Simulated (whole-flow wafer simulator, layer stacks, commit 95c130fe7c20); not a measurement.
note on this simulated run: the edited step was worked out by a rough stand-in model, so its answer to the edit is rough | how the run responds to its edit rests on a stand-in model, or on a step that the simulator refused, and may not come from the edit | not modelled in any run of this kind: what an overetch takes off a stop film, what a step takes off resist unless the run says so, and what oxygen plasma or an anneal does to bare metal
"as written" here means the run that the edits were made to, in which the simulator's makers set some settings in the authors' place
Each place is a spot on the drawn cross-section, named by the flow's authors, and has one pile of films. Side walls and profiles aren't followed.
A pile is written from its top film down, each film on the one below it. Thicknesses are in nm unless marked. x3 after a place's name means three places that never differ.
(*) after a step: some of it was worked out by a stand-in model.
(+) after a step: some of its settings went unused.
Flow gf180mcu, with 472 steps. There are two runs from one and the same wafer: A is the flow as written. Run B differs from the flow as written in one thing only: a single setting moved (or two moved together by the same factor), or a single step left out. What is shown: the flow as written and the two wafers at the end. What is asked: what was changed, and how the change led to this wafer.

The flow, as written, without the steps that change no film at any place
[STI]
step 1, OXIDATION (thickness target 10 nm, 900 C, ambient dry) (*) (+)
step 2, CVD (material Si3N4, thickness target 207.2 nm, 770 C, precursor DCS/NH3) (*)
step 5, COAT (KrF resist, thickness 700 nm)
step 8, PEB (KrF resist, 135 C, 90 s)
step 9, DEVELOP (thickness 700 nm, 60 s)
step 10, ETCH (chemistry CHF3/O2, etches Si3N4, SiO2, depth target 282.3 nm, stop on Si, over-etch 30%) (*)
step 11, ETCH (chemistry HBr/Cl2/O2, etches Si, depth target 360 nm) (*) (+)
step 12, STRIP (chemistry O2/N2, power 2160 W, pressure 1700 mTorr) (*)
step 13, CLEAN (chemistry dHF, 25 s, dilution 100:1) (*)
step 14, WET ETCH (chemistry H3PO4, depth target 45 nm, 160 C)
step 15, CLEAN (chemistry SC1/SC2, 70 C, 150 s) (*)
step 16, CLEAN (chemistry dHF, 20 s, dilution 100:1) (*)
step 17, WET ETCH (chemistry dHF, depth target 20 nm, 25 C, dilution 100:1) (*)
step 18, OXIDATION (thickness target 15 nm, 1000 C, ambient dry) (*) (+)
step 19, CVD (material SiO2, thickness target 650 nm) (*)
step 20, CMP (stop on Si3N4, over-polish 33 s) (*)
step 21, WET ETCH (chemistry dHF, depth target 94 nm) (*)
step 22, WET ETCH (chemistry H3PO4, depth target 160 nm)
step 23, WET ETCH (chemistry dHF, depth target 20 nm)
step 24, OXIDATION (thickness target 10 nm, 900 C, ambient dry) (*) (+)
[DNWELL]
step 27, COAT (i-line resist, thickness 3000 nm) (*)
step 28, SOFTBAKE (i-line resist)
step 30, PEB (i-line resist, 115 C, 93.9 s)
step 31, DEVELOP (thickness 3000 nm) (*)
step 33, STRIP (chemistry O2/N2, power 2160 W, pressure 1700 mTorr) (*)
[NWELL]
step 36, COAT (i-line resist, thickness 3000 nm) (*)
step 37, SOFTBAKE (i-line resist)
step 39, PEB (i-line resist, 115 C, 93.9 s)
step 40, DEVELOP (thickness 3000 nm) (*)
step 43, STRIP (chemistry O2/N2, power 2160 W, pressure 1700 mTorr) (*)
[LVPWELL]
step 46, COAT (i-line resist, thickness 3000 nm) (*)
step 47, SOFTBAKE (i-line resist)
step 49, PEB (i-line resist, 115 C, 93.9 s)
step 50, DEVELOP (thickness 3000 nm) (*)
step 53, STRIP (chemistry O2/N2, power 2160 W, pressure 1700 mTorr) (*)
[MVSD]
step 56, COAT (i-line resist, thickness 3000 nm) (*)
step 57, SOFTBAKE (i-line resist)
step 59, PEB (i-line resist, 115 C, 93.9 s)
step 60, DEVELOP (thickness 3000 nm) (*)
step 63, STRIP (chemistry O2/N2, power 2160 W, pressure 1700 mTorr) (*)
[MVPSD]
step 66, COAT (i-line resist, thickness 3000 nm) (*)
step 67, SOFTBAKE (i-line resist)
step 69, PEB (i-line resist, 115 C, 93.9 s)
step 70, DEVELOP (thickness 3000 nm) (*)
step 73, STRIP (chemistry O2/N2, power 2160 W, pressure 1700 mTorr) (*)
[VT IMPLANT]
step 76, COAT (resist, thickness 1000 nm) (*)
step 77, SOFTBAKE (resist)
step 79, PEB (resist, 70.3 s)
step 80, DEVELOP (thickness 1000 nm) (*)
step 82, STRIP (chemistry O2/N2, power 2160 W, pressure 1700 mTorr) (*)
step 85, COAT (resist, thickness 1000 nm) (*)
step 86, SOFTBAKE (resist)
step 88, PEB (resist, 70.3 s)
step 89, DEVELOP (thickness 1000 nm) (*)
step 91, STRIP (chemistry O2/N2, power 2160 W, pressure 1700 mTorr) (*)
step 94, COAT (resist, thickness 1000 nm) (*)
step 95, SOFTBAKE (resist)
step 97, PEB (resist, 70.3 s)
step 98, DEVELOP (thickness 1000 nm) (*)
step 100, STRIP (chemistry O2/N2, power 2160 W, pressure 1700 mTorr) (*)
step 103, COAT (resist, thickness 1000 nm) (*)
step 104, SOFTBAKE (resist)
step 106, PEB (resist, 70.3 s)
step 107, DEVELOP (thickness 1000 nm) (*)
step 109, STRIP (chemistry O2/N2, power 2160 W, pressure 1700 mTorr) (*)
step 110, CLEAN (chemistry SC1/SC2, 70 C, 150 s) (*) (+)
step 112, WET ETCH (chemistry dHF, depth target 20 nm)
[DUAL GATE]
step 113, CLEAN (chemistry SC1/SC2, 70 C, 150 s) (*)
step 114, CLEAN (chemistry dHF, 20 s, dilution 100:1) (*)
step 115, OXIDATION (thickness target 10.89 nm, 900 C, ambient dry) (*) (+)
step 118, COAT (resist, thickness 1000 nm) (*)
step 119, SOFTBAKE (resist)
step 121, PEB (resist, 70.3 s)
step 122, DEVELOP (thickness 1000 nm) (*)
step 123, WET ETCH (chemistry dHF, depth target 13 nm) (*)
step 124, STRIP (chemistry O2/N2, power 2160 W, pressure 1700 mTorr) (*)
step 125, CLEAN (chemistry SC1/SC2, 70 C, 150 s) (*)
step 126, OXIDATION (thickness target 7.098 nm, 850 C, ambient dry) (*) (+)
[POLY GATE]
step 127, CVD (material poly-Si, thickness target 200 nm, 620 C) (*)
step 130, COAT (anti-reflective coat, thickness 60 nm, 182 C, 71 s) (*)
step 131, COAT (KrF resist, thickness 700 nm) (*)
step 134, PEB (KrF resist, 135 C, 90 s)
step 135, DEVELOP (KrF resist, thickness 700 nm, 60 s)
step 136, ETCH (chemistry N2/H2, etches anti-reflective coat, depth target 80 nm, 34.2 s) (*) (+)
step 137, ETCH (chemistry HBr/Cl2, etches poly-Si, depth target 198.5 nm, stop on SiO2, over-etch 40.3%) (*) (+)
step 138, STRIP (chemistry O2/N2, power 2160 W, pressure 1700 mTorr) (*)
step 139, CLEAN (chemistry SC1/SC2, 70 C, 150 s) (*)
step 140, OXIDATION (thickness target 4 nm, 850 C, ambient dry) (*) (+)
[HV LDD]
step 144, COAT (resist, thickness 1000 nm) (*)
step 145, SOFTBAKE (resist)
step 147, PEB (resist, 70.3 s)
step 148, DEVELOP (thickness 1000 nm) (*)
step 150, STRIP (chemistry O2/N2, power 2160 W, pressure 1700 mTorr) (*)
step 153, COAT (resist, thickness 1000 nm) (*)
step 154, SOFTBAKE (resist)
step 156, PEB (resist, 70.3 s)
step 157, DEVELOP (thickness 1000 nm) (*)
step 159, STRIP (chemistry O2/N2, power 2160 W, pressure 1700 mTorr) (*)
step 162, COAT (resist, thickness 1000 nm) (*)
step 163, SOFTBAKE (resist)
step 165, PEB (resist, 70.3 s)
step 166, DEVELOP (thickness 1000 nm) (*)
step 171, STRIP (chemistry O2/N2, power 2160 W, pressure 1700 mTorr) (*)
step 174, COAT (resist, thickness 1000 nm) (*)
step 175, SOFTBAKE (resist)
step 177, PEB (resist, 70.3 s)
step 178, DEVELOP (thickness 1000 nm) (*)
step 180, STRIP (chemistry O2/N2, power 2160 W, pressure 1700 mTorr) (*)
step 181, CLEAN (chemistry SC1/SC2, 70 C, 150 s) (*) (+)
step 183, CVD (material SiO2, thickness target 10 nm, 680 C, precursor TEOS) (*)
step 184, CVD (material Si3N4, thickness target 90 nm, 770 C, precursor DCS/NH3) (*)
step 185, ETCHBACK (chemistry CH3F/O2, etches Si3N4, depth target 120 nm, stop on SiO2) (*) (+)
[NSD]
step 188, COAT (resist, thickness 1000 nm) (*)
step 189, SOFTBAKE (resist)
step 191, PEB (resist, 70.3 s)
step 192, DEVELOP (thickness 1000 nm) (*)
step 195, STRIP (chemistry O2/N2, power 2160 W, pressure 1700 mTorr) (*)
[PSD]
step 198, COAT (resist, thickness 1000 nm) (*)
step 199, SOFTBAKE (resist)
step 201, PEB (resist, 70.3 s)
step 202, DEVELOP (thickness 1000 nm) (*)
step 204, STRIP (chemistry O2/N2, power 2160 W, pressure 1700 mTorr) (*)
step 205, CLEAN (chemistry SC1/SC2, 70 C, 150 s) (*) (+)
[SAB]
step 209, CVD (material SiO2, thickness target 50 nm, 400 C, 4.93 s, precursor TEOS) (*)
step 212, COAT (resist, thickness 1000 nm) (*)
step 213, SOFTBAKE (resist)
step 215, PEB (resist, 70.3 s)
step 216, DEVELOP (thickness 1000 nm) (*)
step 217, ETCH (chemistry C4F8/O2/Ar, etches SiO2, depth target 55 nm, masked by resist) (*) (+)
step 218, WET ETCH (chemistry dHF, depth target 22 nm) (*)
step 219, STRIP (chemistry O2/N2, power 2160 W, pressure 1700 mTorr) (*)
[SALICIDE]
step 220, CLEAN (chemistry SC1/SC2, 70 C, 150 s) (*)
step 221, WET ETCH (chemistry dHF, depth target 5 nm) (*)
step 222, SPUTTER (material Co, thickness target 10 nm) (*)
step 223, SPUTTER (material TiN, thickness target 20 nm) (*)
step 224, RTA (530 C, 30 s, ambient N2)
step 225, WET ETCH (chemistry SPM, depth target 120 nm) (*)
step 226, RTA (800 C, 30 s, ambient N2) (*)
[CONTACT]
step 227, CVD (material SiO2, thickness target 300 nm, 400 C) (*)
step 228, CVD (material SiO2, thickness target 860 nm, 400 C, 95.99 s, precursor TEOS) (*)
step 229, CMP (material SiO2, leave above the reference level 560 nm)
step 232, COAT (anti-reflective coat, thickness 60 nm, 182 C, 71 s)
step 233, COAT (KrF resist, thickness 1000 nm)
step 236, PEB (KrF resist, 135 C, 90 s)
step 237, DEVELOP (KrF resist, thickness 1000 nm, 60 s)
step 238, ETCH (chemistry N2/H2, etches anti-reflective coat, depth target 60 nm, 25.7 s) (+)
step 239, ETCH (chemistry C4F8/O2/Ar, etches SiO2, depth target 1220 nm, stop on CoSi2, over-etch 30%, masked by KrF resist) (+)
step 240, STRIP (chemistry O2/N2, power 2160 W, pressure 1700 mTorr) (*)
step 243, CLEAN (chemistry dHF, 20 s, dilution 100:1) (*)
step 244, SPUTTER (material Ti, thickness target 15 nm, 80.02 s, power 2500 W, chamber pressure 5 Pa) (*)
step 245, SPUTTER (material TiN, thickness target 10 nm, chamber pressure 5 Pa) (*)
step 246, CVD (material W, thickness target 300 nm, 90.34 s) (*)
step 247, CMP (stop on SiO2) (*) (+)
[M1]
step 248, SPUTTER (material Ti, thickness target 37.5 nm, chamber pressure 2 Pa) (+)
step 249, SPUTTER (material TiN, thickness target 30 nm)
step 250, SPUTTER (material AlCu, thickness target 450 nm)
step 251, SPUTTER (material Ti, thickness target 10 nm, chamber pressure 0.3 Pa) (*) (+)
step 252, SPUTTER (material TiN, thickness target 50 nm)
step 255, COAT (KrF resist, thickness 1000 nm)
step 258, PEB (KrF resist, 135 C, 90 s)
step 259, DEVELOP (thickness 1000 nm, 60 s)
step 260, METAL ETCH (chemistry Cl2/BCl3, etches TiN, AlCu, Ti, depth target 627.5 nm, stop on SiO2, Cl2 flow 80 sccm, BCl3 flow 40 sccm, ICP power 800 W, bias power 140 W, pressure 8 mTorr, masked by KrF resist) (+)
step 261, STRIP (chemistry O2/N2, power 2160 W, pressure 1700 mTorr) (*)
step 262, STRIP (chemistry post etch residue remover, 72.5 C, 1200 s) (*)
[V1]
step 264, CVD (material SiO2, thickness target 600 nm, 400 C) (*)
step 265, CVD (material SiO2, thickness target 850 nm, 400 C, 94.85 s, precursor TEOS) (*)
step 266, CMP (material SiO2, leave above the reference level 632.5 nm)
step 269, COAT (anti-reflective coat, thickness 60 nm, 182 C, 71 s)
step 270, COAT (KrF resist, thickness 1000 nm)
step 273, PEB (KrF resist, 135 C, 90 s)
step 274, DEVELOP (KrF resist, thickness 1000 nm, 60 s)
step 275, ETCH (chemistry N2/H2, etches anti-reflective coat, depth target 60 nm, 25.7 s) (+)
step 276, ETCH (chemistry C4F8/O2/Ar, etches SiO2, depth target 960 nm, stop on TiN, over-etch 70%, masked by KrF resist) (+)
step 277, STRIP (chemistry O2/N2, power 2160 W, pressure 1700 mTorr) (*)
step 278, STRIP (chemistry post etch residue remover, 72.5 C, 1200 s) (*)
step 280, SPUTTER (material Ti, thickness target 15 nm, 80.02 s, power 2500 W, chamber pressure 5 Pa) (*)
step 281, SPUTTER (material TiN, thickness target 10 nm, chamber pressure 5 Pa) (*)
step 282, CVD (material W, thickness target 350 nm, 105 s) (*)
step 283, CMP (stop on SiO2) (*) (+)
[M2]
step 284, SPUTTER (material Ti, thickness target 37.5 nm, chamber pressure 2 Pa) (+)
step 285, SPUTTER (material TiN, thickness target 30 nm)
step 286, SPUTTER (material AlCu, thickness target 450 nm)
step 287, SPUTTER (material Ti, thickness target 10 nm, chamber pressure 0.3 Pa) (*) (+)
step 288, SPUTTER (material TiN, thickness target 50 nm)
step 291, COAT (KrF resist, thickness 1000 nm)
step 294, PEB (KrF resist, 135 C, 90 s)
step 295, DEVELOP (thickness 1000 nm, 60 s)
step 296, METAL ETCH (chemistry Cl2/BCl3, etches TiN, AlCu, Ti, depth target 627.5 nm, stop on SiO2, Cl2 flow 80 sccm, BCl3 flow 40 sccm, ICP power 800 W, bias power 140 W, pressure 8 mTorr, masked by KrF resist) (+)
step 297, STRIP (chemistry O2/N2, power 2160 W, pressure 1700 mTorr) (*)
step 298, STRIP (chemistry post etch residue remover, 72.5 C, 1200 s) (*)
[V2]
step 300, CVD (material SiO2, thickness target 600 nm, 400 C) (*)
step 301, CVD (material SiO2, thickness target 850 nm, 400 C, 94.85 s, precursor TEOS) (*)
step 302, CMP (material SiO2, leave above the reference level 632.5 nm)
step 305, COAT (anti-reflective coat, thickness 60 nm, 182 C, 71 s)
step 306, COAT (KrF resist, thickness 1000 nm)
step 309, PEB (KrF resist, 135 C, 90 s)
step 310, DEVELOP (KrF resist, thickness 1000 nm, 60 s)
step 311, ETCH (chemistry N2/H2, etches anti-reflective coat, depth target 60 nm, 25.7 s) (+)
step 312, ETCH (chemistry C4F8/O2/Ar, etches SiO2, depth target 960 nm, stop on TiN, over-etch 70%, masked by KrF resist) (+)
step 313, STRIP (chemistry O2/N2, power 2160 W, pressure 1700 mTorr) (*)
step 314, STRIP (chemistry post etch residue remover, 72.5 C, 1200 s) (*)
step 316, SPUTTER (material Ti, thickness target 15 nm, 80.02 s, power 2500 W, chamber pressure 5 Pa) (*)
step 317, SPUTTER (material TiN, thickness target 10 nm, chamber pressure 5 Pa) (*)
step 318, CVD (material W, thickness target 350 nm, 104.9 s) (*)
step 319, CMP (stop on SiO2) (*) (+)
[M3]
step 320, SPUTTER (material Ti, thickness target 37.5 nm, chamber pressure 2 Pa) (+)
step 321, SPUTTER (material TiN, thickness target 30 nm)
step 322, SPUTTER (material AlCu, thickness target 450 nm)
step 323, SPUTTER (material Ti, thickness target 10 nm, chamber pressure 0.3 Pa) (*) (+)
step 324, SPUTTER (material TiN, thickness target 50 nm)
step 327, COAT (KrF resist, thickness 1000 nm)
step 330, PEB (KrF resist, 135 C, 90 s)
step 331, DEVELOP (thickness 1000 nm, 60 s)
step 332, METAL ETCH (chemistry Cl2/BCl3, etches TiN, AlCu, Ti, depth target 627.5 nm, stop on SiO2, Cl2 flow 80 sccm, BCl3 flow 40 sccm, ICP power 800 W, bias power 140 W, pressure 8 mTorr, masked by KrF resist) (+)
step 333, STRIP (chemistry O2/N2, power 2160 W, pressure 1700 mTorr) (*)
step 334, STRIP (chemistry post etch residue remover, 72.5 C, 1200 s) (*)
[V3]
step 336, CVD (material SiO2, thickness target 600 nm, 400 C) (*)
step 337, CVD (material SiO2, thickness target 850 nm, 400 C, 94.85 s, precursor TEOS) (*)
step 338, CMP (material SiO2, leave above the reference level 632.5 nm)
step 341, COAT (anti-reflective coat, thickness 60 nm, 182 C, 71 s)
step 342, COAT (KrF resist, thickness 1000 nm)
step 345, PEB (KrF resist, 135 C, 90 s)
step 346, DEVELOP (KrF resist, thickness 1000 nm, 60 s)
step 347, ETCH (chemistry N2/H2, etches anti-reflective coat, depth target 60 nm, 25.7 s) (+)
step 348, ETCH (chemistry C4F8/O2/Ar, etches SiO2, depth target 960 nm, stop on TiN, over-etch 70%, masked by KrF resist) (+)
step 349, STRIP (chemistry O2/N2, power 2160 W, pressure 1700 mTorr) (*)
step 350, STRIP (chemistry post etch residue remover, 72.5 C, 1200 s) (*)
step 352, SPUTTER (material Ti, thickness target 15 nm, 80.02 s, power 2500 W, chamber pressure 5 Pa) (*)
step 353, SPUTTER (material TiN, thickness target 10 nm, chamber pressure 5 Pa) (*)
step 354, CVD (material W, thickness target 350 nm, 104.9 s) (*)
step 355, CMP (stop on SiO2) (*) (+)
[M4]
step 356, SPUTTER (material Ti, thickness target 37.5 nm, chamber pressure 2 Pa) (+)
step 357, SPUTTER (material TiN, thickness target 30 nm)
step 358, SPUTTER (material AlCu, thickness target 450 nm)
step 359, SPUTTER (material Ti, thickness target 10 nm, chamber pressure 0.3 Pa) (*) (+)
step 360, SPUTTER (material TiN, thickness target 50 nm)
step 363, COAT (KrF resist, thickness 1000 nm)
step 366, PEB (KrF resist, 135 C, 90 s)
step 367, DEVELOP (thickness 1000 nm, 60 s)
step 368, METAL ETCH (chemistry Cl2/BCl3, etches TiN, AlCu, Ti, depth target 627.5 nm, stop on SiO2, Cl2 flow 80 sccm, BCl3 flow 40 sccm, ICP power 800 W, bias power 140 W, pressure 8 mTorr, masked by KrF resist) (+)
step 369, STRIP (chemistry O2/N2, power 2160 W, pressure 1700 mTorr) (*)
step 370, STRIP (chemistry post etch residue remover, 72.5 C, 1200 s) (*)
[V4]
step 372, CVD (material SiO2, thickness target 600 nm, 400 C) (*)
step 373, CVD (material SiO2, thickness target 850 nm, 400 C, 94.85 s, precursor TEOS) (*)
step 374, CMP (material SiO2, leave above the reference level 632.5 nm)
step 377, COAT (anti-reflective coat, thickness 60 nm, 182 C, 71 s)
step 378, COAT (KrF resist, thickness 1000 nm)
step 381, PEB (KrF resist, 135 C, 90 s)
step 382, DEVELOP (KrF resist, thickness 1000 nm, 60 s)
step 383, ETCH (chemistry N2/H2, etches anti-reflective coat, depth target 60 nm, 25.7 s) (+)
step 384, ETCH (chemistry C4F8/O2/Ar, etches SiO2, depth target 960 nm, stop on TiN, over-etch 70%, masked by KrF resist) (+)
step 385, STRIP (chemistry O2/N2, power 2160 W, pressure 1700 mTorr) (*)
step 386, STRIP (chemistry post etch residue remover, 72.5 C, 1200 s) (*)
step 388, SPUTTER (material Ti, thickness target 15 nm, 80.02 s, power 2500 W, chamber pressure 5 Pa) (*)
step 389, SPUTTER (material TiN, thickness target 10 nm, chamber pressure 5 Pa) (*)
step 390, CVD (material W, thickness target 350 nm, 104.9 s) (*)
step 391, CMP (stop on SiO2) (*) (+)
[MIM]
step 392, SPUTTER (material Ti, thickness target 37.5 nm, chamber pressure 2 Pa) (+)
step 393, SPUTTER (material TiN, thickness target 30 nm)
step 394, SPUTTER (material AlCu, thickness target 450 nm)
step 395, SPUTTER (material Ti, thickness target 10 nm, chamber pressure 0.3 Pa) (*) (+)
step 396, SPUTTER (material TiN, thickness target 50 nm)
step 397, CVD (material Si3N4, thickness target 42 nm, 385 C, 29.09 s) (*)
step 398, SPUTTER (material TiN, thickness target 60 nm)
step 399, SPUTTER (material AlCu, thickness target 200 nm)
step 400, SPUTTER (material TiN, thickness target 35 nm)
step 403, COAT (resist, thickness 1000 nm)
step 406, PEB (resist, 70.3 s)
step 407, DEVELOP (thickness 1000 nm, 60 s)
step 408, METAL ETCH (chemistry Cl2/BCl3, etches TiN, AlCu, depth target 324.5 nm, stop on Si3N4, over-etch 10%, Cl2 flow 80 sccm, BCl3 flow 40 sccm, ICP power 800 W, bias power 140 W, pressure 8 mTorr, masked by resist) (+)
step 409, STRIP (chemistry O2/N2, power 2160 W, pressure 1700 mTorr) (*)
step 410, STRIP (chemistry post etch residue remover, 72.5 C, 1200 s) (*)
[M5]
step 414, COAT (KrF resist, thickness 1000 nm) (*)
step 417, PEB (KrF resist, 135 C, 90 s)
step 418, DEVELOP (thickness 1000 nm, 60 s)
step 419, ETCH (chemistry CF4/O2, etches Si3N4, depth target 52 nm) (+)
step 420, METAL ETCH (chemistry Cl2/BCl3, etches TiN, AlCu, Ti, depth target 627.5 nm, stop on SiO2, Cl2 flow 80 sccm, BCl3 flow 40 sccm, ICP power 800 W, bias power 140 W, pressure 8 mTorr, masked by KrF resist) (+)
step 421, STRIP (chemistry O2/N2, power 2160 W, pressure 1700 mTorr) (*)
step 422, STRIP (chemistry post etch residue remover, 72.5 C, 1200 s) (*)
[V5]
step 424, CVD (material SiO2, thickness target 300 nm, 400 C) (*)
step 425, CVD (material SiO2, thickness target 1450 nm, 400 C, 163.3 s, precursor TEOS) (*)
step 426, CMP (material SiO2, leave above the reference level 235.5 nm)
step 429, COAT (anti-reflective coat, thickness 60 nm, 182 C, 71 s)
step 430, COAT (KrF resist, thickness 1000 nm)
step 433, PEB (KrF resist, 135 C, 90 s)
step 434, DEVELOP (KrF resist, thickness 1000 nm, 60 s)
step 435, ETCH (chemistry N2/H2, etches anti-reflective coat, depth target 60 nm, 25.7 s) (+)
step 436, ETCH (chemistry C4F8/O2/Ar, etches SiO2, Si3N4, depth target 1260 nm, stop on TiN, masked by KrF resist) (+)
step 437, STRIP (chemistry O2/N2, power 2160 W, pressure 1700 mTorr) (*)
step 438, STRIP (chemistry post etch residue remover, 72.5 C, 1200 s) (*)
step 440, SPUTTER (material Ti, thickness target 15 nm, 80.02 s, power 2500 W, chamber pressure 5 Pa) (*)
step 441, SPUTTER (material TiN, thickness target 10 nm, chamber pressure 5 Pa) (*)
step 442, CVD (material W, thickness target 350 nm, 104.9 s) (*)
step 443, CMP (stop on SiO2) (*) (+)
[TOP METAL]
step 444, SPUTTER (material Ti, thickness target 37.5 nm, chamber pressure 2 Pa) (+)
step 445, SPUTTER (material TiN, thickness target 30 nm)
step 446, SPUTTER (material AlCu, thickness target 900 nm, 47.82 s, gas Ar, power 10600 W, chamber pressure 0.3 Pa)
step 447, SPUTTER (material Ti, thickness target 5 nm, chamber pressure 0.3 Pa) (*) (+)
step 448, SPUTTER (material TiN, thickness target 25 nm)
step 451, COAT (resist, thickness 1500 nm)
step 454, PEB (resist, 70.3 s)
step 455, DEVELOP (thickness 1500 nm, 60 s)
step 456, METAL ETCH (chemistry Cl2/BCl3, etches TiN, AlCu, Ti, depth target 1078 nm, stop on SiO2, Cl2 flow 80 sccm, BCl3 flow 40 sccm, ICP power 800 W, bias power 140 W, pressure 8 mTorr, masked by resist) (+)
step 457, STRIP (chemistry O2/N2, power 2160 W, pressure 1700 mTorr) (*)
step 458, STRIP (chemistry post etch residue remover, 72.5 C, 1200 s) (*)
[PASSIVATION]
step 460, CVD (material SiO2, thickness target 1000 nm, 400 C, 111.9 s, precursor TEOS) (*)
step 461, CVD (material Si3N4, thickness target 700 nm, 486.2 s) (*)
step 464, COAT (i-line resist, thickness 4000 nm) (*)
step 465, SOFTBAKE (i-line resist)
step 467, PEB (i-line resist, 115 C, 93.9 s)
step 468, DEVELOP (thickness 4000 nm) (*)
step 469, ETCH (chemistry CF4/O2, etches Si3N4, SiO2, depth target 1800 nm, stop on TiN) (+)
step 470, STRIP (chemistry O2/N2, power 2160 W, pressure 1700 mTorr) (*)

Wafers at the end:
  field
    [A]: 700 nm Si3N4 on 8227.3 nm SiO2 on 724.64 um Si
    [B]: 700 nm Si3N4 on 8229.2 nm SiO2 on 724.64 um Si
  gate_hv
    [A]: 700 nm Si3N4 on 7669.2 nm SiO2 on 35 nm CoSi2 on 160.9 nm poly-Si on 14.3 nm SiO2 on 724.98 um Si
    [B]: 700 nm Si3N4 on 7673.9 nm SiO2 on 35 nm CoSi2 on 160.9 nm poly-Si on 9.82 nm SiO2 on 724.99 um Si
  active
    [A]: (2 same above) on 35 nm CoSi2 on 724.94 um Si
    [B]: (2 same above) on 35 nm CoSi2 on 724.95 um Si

The reason: step 115, OXIDATION: thickness target 5.715 nm was run, whereas the flow has thickness target 10.89 nm.

How this came from the change, step by step:
  step 115, OXIDATION (thickness target 10.89 nm, 900 C, ambient dry) (*) (+)
      active, n_well, p_well and 40 more: A +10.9 SiO2 (new film), -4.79 Si | B +5.72 SiO2 (new film), -2.51 Si
      sti, mim_1p0, pad and 21 more: A +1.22 SiO2, -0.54 Si | B +0.41 SiO2, -0.18 Si
      (as well as at 25 more places)
  step 123, WET ETCH (chemistry dHF, depth target 13 nm) (*)
      active, n_well, p_well and 12 more: A -10.9 SiO2 (all of it) | B -5.72 SiO2 (all of it)
  step 126, OXIDATION (thickness target 7.098 nm, 850 C, ambient dry) (*) (+)
      gate_hv, active_hv, active_nat and 25 more: A +3.72 SiO2, -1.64 Si | B +4.44 SiO2, -1.95 Si
  step 130, COAT (anti-reflective coat, thickness 60 nm, 182 C, 71 s) (*)
      p_well, spacer, sd_n: A +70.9 anti-reflective coat (new film) | B +68.1 anti-reflective coat (new film)
      active: A +65.7 anti-reflective coat (new film) | B +64.1 anti-reflective coat (new film)
      (as well as at 13 more places)
  step 136, ETCH (chemistry N2/H2, etches anti-reflective coat, depth target 80 nm, 34.2 s) (*) (+)
      p_well, spacer, sd_n: A -70.9 anti-reflective coat (all of it), -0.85 poly-Si | B -68.1 anti-reflective coat (all of it), -0.92 poly-Si
      active: A -65.7 anti-reflective coat (all of it), -0.98 poly-Si | B -64.1 anti-reflective coat (all of it), -1.02 poly-Si
      (as well as at 10 more places)
  step 138, STRIP (chemistry O2/N2, power 2160 W, pressure 1700 mTorr) (*)
      gate: A +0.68 chemical SiO2 (new film), -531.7 KrF resist (all of it), -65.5 anti-reflective coat (all of it), -0.3 poly-Si | B +0.68 chemical SiO2 (new film), -530.6 KrF resist (all of it), -63.9 anti-reflective coat (all of it), -0.3 poly-Si
      ld_fp_p: A +0.68 chemical SiO2 (new film), -526.2 KrF resist (all of it), -47.8 anti-reflective coat (all of it), -0.3 poly-Si | B +0.68 chemical SiO2 (new film), -526.4 KrF resist (all of it), -46.6 anti-reflective coat (all of it), -0.3 poly-Si
      (as well as at 1 more place)
  step 145, SOFTBAKE (resist)
      active_nat: A +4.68 resist | B +8.9 resist
  step 154, SOFTBAKE (resist)
      active_nat: A +4.68 resist | B +8.9 resist
  step 163, SOFTBAKE (resist)
      active_nat: A +4.68 resist | B +8.9 resist
  step 175, SOFTBAKE (resist)
      active_nat: A +4.68 resist | B +8.9 resist
  step 189, SOFTBAKE (resist)
      active_hv: A +2.68 resist | B -0.37 resist
  step 199, SOFTBAKE (resist)
      active_hv: A +2.68 resist | B -0.37 resist
  step 218, WET ETCH (chemistry dHF, depth target 22 nm) (*)
      ldn_tap, ldn_src, ldn_drn, ldp_tap, ldp_src, ldp_drn, ldp_gr: A -16 SiO2 (all of it) | B -11.6 SiO2 (all of it)
      ld_drn_n, ld_sd_p: A -14.8 SiO2 (all of it) | B -10.5 SiO2 (all of it)
      (as well as at 5 more places)
  step 223, SPUTTER (material TiN, thickness target 20 nm) (*)
      field__w12: A +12 TiN (new film) | B +12.6 TiN (new film)
  step 225, WET ETCH (chemistry SPM, depth target 120 nm) (*)
      field__w12: A -12 TiN (all of it), -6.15 Co (all of it) | B -12.6 TiN (all of it), -6.15 Co (all of it)
